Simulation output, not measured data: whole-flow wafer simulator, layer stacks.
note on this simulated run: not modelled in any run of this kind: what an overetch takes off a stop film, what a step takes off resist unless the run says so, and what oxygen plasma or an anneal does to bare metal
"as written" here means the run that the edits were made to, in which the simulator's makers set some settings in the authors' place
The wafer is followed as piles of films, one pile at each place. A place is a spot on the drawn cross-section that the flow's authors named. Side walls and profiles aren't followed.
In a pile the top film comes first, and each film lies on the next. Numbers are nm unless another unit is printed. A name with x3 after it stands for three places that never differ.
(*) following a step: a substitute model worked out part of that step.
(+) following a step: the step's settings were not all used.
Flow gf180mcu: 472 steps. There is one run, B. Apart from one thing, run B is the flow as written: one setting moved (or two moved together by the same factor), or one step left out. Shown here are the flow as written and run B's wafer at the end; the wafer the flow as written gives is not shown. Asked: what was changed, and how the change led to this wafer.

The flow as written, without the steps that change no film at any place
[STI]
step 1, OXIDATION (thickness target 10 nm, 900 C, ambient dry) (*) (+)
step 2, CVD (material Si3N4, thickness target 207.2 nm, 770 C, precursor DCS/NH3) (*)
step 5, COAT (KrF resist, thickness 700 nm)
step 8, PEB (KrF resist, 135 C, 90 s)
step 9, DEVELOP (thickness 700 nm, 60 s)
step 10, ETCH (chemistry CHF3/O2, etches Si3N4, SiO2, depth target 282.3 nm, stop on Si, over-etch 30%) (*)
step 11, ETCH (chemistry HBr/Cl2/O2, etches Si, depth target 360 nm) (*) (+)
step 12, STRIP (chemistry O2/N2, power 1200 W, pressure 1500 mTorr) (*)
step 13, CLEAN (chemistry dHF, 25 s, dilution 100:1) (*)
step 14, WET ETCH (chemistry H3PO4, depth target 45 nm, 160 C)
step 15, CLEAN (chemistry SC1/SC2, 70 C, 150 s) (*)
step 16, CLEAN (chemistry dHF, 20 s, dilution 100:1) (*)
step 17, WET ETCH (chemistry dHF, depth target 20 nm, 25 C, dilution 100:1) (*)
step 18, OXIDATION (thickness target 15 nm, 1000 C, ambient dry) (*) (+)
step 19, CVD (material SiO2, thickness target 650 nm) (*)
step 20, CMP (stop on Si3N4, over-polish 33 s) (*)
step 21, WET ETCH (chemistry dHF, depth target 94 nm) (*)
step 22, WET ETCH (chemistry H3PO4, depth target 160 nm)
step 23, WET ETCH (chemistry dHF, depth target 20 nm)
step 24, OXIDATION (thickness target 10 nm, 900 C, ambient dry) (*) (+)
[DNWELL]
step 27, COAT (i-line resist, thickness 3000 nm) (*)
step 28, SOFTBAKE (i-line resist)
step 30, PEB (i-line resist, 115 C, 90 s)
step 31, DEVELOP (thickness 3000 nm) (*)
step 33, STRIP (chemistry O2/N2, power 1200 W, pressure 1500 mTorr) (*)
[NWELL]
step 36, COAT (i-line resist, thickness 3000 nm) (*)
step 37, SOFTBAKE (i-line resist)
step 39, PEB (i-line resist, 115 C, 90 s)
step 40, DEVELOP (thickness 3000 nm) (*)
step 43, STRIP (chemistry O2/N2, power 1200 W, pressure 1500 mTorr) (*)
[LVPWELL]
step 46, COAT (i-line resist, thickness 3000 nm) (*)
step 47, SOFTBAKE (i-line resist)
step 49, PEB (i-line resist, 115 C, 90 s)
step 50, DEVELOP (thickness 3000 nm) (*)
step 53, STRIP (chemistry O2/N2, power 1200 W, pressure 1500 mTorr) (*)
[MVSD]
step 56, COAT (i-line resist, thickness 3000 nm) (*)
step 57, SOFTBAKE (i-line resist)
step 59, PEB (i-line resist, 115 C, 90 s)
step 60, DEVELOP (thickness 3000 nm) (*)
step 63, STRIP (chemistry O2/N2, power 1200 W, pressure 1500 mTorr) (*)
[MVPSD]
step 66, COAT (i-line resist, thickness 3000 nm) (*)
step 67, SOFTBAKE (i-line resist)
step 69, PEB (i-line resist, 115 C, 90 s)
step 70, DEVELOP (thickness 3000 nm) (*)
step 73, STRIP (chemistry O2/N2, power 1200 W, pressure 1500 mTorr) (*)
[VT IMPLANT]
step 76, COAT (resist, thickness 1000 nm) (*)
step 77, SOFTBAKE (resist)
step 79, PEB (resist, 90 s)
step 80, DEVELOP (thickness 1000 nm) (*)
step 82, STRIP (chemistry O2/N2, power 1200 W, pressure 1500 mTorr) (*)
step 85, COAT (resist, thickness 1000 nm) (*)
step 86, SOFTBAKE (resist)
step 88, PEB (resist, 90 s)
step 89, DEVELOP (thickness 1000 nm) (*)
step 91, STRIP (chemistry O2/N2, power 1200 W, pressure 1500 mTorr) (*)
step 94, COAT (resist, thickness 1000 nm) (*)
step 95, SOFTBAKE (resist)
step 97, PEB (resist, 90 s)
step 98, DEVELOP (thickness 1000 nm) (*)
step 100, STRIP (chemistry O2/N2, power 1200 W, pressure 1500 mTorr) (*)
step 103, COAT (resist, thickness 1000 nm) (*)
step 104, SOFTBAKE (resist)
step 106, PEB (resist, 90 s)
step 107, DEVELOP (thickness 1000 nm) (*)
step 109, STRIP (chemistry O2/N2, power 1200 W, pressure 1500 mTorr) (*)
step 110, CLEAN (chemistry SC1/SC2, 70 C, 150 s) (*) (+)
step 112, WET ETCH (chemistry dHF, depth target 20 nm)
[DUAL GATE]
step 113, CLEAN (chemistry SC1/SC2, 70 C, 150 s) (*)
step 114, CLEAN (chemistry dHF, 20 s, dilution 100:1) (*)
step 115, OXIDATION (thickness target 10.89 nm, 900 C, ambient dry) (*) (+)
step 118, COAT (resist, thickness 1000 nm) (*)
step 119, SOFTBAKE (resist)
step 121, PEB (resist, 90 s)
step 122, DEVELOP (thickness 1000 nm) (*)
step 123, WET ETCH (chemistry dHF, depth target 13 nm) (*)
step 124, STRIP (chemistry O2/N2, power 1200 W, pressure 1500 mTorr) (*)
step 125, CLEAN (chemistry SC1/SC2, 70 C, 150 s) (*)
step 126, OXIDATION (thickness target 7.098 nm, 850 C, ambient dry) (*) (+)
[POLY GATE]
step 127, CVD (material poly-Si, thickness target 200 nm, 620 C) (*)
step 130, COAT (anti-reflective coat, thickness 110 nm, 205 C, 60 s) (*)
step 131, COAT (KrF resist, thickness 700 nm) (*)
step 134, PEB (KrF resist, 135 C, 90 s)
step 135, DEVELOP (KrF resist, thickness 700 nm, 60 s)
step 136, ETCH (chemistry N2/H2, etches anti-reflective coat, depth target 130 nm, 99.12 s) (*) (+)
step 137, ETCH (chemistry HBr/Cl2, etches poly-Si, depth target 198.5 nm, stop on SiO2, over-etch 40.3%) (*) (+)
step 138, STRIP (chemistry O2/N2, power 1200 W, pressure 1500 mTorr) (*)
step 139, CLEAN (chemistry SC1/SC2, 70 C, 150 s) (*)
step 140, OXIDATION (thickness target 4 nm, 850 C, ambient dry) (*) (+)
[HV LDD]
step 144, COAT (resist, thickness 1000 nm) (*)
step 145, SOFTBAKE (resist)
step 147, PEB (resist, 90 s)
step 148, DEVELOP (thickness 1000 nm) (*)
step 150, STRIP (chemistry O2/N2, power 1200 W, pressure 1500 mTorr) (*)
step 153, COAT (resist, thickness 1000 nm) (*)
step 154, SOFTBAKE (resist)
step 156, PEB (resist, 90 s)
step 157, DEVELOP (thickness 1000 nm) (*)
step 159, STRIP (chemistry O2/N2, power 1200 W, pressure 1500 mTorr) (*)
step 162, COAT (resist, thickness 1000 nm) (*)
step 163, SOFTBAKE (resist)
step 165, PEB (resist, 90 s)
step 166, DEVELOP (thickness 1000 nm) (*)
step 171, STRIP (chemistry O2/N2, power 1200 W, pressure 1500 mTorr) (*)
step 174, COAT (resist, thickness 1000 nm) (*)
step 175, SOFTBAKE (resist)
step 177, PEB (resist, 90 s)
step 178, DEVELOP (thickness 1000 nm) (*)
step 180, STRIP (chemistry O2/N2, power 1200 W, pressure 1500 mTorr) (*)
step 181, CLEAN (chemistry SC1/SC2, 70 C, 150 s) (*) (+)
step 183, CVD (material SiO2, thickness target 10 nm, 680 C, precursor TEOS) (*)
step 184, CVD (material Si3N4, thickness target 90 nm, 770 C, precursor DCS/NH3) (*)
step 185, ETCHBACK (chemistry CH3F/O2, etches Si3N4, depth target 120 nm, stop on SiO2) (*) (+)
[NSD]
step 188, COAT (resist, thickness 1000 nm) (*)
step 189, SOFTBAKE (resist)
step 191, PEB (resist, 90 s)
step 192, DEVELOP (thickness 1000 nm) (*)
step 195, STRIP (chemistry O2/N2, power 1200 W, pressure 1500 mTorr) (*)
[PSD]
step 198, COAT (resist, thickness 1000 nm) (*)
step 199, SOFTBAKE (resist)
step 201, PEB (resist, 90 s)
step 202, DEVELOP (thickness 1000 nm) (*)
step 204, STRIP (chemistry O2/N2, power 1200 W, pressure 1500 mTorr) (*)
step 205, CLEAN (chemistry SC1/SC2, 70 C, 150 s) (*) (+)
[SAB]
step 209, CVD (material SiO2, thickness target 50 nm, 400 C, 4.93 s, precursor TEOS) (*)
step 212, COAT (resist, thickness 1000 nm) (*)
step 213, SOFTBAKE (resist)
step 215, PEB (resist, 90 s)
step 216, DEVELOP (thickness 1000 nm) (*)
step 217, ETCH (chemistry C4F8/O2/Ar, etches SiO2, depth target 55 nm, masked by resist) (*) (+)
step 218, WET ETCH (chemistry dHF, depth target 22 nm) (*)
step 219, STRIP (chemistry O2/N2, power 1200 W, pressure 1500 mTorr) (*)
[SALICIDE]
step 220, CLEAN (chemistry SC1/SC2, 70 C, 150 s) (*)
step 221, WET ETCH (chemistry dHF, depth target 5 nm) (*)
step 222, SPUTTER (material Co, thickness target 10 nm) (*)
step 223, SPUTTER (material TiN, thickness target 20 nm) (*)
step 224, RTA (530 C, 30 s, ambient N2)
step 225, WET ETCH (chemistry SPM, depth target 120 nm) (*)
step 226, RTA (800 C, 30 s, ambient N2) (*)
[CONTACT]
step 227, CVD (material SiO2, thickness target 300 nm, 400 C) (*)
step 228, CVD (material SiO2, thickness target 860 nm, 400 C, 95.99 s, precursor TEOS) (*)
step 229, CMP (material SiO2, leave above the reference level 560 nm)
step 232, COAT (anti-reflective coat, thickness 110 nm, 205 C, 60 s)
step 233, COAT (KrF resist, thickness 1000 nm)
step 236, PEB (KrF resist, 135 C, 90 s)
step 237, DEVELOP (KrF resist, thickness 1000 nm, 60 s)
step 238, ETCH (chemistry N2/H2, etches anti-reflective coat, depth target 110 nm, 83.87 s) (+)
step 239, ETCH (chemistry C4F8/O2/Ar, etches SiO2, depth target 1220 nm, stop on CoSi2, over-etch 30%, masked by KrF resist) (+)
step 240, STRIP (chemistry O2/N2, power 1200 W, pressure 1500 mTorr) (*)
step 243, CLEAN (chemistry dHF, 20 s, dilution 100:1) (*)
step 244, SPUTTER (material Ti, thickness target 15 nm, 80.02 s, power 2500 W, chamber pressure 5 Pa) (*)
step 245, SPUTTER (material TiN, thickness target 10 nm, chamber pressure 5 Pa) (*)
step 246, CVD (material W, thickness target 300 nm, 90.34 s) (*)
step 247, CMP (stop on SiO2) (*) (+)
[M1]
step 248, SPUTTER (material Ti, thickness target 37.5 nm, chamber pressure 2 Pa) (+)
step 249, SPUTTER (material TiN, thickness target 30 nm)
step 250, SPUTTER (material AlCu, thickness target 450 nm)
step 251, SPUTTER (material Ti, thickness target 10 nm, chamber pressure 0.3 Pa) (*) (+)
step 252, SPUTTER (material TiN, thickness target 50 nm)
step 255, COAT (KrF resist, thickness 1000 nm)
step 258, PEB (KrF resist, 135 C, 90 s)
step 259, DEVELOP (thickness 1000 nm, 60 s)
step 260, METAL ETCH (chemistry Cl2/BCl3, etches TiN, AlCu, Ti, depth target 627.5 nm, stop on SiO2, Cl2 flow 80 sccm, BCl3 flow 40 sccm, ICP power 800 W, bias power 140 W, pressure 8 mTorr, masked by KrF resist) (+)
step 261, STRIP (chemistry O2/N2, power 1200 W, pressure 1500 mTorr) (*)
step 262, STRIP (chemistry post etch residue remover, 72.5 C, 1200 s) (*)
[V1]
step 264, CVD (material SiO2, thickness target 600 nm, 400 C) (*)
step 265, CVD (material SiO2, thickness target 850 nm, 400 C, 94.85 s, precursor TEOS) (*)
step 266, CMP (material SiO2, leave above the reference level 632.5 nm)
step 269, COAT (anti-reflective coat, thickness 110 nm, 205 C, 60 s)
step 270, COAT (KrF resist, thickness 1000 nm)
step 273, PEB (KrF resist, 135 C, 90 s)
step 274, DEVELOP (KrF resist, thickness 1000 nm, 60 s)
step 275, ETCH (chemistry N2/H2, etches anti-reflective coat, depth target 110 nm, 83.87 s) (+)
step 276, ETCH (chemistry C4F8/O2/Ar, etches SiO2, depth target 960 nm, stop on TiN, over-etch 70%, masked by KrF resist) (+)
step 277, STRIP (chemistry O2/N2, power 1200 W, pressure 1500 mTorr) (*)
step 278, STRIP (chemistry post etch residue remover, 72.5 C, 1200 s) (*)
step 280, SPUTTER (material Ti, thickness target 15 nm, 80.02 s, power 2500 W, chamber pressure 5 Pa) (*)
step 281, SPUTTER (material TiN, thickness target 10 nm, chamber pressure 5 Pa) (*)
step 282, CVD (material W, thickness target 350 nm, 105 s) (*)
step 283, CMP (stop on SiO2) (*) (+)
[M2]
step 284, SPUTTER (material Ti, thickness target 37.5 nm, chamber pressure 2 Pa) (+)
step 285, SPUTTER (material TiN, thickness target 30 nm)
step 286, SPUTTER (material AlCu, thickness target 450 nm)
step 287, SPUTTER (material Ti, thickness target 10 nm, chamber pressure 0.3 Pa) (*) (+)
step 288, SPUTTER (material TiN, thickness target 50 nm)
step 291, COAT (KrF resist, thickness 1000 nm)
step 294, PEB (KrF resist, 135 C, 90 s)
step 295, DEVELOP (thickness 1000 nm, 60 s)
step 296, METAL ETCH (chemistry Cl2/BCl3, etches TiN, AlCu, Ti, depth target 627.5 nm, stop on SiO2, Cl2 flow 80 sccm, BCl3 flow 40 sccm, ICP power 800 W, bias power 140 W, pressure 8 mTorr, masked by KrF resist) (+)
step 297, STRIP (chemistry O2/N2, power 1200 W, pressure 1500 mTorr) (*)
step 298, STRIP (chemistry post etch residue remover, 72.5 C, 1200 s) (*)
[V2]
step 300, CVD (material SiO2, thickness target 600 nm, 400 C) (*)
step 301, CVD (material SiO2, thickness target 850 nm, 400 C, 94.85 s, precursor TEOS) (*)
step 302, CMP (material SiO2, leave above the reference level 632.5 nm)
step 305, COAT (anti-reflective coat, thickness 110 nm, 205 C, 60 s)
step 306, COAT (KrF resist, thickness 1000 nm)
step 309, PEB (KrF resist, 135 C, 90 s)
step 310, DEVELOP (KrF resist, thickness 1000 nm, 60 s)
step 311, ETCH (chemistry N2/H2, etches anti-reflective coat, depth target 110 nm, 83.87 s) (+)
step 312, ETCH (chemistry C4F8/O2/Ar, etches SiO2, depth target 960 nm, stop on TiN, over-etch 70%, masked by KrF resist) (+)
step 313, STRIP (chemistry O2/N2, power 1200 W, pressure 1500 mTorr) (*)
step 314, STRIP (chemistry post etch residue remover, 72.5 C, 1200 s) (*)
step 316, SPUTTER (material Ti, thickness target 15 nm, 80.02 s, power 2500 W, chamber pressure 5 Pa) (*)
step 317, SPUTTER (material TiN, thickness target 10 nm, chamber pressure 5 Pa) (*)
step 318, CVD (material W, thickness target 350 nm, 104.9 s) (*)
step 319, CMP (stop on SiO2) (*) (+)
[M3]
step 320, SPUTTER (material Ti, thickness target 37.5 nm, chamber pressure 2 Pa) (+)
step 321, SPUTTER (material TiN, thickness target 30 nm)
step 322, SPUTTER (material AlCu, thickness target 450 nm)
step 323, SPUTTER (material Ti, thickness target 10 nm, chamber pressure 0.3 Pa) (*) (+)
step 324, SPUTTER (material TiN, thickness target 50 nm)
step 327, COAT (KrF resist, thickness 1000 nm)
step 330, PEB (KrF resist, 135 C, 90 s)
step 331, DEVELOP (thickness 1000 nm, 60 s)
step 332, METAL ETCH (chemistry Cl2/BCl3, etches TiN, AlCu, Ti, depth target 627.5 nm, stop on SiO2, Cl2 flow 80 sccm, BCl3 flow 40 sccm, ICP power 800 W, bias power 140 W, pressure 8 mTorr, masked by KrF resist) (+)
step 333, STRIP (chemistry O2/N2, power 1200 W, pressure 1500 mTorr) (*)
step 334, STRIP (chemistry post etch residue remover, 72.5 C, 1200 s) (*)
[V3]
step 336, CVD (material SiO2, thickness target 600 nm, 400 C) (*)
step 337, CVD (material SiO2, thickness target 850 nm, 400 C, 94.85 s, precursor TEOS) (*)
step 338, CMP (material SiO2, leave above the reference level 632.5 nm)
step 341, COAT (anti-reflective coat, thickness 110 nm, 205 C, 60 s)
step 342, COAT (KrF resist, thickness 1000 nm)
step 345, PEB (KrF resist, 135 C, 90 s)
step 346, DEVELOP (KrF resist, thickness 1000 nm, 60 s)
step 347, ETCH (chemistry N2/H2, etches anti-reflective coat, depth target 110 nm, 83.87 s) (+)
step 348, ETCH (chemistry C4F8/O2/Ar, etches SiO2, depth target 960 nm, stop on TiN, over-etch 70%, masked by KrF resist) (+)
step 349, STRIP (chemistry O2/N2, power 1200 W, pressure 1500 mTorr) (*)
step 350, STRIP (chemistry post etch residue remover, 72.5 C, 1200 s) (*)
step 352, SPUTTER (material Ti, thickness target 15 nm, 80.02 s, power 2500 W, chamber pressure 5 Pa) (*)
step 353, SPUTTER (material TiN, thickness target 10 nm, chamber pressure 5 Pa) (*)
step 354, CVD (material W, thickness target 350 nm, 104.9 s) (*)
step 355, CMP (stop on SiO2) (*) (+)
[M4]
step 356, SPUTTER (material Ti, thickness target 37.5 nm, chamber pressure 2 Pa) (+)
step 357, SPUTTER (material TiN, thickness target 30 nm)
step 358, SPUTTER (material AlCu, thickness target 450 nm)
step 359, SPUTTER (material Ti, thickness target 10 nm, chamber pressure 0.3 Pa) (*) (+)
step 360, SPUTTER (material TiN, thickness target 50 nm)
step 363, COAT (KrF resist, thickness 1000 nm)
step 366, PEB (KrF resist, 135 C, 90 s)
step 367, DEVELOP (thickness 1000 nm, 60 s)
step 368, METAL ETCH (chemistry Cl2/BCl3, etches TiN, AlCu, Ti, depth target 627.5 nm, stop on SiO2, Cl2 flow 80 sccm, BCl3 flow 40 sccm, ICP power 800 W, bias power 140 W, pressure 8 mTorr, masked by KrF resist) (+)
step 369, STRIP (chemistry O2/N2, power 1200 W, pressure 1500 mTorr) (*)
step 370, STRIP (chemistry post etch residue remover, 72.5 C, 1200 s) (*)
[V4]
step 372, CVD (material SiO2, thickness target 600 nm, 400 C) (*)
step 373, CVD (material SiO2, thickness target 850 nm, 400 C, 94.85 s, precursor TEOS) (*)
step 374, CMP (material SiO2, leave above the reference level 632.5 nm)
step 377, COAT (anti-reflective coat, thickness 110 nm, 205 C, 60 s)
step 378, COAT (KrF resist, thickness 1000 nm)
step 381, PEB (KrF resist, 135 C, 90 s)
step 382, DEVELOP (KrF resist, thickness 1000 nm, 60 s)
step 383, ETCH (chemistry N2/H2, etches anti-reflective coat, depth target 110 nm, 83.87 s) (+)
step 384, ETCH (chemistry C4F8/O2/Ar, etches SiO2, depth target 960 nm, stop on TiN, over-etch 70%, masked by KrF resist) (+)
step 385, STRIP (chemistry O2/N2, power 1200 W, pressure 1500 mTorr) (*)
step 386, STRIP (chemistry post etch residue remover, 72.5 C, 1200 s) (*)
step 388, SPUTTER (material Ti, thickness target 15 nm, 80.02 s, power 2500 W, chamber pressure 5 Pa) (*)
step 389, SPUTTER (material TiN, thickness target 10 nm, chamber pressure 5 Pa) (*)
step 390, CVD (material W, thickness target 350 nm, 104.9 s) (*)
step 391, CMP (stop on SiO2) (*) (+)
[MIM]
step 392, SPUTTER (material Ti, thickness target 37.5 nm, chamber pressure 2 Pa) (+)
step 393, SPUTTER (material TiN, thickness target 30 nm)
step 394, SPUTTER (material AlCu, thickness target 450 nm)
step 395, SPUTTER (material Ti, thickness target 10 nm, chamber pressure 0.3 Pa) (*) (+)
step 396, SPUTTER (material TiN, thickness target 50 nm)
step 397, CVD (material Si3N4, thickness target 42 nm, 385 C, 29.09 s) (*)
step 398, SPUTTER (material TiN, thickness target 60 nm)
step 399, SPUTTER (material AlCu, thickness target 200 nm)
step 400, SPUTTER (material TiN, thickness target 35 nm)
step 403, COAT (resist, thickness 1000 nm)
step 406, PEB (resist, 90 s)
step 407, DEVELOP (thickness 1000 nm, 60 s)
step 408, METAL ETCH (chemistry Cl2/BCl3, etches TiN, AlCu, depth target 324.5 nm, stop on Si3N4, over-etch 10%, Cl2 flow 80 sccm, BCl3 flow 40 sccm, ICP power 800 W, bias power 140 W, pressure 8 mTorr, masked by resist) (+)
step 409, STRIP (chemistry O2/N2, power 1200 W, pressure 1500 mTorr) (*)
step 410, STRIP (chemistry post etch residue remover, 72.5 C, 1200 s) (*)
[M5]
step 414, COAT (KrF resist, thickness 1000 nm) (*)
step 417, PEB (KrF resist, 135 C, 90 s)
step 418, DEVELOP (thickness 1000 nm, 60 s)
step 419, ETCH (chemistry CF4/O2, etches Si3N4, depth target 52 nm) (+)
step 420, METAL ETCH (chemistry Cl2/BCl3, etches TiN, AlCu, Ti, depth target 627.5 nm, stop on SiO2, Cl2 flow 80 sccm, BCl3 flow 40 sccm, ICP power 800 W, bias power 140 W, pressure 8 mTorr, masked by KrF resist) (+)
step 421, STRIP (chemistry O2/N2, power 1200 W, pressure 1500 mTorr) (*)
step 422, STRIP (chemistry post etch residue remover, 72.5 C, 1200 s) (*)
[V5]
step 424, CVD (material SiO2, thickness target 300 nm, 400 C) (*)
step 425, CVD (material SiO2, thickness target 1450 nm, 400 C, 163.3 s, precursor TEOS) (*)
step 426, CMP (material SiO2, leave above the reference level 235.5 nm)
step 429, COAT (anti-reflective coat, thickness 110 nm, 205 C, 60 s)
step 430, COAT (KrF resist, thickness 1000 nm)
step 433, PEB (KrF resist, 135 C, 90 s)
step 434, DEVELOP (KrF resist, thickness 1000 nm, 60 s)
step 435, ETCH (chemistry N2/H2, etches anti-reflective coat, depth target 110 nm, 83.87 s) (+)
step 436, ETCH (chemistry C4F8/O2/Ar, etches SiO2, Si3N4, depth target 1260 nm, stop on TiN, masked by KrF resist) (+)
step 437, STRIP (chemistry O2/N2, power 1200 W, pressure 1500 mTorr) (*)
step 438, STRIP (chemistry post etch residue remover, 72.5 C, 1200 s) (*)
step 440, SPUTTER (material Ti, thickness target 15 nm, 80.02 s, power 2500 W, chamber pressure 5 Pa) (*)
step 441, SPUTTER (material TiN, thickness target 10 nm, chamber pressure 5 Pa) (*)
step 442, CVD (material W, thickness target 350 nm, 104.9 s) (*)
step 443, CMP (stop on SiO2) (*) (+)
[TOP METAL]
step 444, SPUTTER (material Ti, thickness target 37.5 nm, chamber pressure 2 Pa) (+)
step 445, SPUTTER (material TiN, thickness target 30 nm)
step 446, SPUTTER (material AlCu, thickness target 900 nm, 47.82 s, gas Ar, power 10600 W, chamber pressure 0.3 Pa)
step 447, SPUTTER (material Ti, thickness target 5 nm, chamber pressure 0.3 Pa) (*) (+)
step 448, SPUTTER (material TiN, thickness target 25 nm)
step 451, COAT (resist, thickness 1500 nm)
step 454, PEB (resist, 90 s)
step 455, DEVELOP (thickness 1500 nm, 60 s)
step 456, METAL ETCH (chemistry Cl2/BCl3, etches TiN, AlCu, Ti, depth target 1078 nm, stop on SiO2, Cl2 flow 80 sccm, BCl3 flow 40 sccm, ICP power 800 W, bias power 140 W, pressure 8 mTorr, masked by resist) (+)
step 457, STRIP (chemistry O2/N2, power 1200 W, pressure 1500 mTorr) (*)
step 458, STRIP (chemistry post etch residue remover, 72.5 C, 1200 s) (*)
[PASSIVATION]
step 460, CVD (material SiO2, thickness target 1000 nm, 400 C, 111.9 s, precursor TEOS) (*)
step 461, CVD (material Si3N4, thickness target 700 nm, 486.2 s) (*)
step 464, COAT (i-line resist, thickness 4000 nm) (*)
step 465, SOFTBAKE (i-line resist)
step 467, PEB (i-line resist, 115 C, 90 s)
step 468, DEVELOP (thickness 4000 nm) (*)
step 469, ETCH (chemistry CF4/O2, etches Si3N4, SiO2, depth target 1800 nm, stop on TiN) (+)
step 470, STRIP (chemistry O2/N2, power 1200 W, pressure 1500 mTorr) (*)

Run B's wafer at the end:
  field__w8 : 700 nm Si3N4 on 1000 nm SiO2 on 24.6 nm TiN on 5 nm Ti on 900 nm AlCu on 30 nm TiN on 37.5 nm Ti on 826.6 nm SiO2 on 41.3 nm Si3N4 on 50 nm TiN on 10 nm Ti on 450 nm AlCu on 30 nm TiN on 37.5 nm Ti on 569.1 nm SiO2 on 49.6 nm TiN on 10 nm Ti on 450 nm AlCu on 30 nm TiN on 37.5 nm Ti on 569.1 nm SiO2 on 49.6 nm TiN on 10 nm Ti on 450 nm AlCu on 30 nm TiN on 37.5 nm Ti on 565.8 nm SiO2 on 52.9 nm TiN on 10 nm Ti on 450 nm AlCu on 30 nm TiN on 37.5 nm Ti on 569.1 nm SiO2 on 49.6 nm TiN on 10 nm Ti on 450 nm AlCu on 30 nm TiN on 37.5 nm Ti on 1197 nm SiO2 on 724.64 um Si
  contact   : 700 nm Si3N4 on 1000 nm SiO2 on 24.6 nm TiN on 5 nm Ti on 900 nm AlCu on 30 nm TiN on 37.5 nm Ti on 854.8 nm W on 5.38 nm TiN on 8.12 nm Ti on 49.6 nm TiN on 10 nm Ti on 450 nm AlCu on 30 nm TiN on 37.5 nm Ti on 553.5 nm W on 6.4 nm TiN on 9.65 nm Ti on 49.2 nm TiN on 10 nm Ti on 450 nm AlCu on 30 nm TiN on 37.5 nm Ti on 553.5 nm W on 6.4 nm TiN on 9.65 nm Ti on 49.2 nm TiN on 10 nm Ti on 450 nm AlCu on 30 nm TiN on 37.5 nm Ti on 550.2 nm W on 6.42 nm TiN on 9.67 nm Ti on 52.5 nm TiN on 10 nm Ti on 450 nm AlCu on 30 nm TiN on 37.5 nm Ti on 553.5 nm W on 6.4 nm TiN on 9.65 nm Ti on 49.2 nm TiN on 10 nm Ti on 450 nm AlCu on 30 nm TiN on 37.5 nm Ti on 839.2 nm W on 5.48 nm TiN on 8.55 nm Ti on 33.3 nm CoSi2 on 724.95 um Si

The reason: step 288, SPUTTER: thickness target 53.3 nm was run, though the flow has thickness target 50 nm.

The path from the change to this, step by step:
  step 288, SPUTTER (material TiN, thickness target 50 nm)
      field, field__w1, field__w2 and 108 more: TiN gains 53.3 (new film) (as written it would have been: TiN gains 50 (new film))
  step 296, METAL ETCH (chemistry Cl2/BCl3, etches TiN, AlCu, Ti, depth target 627.5 nm, stop on SiO2, Cl2 flow 80 sccm, BCl3 flow 40 sccm, ICP power 800 W, bias power 140 W, pressure 8 mTorr, masked by KrF resist) (+)
      field, field__w1, field__w2 and 103 more: TiN loses 53.3 (all of it), Ti loses 10 (all of it), AlCu loses 450 (all of it), TiN loses 30 (all of it), Ti loses 37.5 (all of it) (as written it would have been: TiN loses 50 (all of it), Ti loses 10 (all of it), AlCu loses 450 (all of it), TiN loses 30 (all of it), Ti loses 37.5 (all of it))
